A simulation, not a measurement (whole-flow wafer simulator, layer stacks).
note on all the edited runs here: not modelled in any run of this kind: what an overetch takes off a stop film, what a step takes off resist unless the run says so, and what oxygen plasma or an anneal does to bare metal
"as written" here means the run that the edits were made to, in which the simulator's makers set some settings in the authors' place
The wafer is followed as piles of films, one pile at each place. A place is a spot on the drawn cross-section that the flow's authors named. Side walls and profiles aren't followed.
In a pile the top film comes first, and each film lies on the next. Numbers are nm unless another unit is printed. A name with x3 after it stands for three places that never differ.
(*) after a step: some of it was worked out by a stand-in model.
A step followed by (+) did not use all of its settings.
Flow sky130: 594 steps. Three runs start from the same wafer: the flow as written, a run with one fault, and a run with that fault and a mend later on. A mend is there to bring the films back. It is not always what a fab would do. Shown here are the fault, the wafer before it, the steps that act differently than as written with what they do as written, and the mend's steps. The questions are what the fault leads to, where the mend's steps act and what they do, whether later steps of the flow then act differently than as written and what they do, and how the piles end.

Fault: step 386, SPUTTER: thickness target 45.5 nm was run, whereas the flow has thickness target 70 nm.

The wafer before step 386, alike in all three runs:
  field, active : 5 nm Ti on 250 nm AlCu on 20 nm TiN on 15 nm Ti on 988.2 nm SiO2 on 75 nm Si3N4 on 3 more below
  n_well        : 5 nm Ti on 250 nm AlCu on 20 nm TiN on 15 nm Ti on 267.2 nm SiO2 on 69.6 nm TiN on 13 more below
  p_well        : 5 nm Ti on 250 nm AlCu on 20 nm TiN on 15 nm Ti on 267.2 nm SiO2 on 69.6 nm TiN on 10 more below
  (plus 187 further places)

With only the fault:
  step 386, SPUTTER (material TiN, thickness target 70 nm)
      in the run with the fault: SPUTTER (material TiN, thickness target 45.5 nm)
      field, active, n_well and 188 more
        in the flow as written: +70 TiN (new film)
        in the run with the fault: +45.5 TiN (new film)
  Steps further on in the flow that do not act as written (not shown: 9 more steps that differ only slightly, by at most 2% or 0.5 nm, whichever is larger):
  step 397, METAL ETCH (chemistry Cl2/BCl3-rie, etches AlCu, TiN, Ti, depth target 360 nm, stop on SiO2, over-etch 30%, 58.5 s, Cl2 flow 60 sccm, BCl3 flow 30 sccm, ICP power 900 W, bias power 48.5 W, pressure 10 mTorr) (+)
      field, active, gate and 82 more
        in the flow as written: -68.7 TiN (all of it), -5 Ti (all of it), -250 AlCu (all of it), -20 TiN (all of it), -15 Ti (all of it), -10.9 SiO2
        in the run with the fault: -44.2 TiN (all of it), -5 Ti (all of it), -250 AlCu (all of it), -20 TiN (all of it), -15 Ti (all of it), -13.4 SiO2
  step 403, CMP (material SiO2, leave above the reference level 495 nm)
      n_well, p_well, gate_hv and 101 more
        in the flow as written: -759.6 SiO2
        in the run with the fault: -735.1 SiO2
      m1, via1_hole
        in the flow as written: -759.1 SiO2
        in the run with the fault: -734.6 SiO2
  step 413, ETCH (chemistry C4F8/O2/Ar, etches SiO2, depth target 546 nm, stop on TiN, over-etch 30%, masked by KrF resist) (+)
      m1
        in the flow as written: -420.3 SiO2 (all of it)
        in the run with the fault: -444.8 SiO2 (all of it)
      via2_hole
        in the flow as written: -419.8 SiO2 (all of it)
        in the run with the fault: -444.3 SiO2 (all of it)
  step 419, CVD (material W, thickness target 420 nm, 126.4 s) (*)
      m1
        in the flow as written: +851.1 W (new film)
        in the run with the fault: +876 W (new film)
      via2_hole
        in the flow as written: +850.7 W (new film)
        in the run with the fault: +875.5 W (new film)
  The piles end different from the flow's at n_well, p_well, gate_hv and 103 more by more than 2% or 0.5 nm, whichever is larger.
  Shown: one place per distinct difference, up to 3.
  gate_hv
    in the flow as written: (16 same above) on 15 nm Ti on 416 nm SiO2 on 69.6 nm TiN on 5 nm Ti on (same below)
    in the run with the fault: (16 same above) on 15 nm Ti on 440.5 nm SiO2 on 45.1 nm TiN on 5 nm Ti on (same below)
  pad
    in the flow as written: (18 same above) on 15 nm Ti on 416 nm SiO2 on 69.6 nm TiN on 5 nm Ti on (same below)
    in the run with the fault: (18 same above) on 15 nm Ti on 440.5 nm SiO2 on 45.1 nm TiN on 5 nm Ti on (same below)
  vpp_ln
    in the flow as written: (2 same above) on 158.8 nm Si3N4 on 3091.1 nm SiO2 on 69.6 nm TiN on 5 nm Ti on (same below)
    in the run with the fault: (2 same above) on 158.8 nm Si3N4 on 3115.6 nm SiO2 on 45.1 nm TiN on 5 nm Ti on (same below)

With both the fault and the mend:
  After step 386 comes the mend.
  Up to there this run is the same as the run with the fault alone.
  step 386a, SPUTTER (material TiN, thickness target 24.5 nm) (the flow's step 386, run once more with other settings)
      field, active, n_well and 188 more
        +24.5 TiN
  Later steps of the flow that are run all act as written at every place that is followed.
  By the end, the piles equal the flow's at every place that both follow.
